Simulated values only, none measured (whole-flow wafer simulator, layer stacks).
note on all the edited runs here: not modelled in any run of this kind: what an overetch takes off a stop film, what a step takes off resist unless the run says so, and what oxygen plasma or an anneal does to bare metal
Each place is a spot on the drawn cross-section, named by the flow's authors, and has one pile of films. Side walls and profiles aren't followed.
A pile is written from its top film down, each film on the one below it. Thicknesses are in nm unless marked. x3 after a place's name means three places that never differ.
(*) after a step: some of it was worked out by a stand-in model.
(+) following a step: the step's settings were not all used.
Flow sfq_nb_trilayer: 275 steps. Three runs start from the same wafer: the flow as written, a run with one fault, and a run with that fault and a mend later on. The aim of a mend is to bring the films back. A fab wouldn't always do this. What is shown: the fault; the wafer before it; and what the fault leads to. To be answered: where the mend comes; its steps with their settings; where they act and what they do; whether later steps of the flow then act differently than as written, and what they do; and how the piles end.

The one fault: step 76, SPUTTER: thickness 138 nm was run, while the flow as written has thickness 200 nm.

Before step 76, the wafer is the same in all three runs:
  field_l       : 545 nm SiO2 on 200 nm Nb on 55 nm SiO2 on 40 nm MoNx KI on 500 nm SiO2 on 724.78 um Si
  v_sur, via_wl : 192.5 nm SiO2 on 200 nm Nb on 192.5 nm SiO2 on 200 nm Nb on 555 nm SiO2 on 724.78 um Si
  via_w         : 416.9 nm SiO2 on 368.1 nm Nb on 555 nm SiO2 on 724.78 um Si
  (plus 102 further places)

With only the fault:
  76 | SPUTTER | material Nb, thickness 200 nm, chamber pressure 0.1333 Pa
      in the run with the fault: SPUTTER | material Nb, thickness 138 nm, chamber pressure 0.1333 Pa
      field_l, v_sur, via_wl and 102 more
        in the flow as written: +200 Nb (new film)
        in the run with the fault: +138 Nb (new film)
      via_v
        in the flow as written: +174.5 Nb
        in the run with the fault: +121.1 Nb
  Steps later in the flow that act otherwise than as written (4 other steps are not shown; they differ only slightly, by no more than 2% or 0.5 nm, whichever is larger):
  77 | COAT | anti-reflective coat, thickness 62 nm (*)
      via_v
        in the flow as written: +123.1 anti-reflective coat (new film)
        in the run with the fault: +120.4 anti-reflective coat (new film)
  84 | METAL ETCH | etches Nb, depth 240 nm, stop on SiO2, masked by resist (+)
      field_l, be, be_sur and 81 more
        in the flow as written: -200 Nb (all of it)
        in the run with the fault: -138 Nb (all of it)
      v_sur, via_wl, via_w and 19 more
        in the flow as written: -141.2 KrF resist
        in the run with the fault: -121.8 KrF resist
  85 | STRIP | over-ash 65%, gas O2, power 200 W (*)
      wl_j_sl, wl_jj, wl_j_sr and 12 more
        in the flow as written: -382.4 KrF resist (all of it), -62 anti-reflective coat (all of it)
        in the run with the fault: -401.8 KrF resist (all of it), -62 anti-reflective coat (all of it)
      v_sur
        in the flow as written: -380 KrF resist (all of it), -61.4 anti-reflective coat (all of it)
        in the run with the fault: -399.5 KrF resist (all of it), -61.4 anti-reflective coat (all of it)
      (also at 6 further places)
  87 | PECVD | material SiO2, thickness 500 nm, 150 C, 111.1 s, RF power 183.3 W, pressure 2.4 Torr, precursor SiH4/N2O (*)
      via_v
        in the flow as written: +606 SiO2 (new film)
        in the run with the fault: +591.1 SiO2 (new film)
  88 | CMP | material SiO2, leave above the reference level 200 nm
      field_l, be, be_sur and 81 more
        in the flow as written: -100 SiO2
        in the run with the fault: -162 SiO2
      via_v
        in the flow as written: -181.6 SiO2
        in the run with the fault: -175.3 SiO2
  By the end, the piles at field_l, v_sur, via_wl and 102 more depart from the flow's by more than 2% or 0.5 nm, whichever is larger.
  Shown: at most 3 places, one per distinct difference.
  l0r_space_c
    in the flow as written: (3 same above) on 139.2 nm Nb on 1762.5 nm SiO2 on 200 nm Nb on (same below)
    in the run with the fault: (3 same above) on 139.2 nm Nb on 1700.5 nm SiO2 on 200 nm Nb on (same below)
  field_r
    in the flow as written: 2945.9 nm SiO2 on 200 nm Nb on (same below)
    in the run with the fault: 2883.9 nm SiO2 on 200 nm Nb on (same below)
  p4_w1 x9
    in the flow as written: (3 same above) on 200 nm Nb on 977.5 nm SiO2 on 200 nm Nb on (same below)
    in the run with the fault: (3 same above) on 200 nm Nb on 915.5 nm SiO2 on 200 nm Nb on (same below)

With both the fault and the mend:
  The mend follows step 82.
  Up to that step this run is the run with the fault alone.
  82a | STRIP | over-ash 65%, gas O2, power 200 W (*)
      p4_fl x3, p4_w1 x9, p4_g1 x2 and 48 more
        -62 anti-reflective coat (all of it)
      wl_j_sl, wl_jj, wl_j_sr and 12 more
        -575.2 KrF resist (all of it), -62 anti-reflective coat (all of it)
      moat, field_r, lsp_l and 6 more
        -61.8 anti-reflective coat (all of it)
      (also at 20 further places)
  82b | SPUTTER | material Nb, thickness 62 nm, chamber pressure 0.1333 Pa (a further turn of the flow's step 76, with different settings)
      field_l, v_sur, via_wl and 102 more
        +62 Nb
      via_v
        +49.1 Nb
  82c | COAT | anti-reflective coat, thickness 62 nm (*) (a further turn of the flow's step 77)
      p4_fl x3, p4_w1 x9, p4_g1 x2 and 63 more
        +62 anti-reflective coat (new film)
      moat, field_r, lsp_l and 6 more
        +61.8 anti-reflective coat (new film)
      be_r, r_sur, res, r_end
        +61.7 anti-reflective coat (new film)
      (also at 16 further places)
  82d | COAT | KrF resist, thickness 600 nm (*) (a further turn of the flow's step 78)
      p4_fl x3, p4_w1 x9, p4_g1 x2 and 63 more
        +600 KrF resist (new film)
      field_r, lsp_l, ln_m5, l0v
        +599.5 KrF resist (new film)
      lsp_m, ln_m6, lsp_r, l0_sur
        +599.6 KrF resist (new film)
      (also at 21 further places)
  82e | SOFTBAKE | KrF resist (a further turn of the flow's step 79)
      does not change any film at any place that is followed
  82f | EXPOSE | photomask M2, dose 12.11 mJ/cm2, NA 0.6, wavelength 248 nm (*) (a further turn of the flow's step 80)
      does not change any film at any place that is followed
  82g | PEB | KrF resist, 90 s (a further turn of the flow's step 81)
      field_l, v_sur, via_wl and 97 more
        -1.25 KrF resist
      via_w, via_wr, via_sp, wire, be
        -1.24 KrF resist
      via_v
        -1.59 KrF resist
  82h | DEVELOP | KrF resist, thickness 600 nm, 60 s (a further turn of the flow's step 82)
      p4_fl x3, p4_w1 x9, p4_g1 x2 and 48 more
        -598.7 KrF resist (all of it)
      v_sur, via_wl, via_w and 19 more
        -23.5 KrF resist
      lsp_l, ln_m5, lsp_m, ln_m6, lsp_r, l0_sur, l0v
        -598.3 KrF resist (all of it)
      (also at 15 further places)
  Every later step of the flow that is run acts as written, at every place that is followed, to within 2% or 0.5 nm, whichever is larger.
  The piles end only slightly different from the flow's at the places that both follow, by no more than 2% or 0.5 nm, whichever is larger.
